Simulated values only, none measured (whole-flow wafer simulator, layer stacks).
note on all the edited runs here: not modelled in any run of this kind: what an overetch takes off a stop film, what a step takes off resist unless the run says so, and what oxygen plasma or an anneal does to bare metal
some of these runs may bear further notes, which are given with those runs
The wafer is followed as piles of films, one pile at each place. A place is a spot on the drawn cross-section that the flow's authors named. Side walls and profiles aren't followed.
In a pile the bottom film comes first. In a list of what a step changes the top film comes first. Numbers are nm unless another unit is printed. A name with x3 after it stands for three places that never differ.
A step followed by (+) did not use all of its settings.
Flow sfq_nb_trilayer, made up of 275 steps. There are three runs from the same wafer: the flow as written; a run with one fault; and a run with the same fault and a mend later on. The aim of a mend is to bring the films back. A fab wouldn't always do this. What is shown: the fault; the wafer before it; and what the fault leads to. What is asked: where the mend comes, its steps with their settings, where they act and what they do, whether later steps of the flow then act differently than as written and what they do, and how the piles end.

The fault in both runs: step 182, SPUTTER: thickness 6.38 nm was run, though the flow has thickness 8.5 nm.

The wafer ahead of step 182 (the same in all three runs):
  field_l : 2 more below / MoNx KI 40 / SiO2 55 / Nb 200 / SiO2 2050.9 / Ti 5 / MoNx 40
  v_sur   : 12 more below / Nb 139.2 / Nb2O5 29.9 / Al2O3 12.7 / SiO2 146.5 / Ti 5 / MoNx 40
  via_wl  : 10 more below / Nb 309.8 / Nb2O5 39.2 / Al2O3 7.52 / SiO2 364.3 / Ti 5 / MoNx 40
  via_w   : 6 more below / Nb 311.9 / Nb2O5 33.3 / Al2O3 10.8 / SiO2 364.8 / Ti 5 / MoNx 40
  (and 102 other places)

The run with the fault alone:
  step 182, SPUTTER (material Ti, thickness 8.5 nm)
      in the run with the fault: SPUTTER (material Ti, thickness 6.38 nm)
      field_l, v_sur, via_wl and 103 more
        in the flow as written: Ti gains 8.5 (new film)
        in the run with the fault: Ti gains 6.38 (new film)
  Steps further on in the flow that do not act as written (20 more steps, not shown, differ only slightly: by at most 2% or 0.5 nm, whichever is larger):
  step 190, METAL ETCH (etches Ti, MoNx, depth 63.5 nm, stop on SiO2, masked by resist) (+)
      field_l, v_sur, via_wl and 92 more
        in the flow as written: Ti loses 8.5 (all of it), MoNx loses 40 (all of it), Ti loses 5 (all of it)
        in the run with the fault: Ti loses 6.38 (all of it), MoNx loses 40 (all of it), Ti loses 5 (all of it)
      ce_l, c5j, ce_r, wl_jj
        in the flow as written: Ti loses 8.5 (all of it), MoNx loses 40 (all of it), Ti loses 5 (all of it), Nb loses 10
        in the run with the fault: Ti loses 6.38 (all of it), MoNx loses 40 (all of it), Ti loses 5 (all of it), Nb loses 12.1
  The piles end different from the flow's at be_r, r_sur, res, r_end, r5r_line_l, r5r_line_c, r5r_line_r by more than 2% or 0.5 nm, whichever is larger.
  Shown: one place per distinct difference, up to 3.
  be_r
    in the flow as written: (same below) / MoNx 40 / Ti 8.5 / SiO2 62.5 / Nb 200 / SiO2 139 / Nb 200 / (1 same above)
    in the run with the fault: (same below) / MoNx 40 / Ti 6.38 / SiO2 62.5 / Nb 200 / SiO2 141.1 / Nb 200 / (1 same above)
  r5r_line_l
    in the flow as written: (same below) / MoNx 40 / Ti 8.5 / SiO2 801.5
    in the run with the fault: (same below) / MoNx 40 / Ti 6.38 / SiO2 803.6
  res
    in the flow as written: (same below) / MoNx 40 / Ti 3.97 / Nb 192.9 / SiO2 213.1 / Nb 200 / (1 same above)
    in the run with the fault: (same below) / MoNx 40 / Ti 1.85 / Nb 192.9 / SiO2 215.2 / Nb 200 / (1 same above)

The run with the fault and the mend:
  The mend follows step 182.
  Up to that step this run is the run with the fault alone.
  step 182a, SPUTTER (material Ti, thickness 2.12 nm) (the flow's step 182, run once more with other settings)
      field_l, v_sur, via_wl and 103 more
        Ti gains 2.12
  Every later step of the flow that is run acts as written at every place that is followed.
  At every place that both follow, the piles at the end match the flow's.
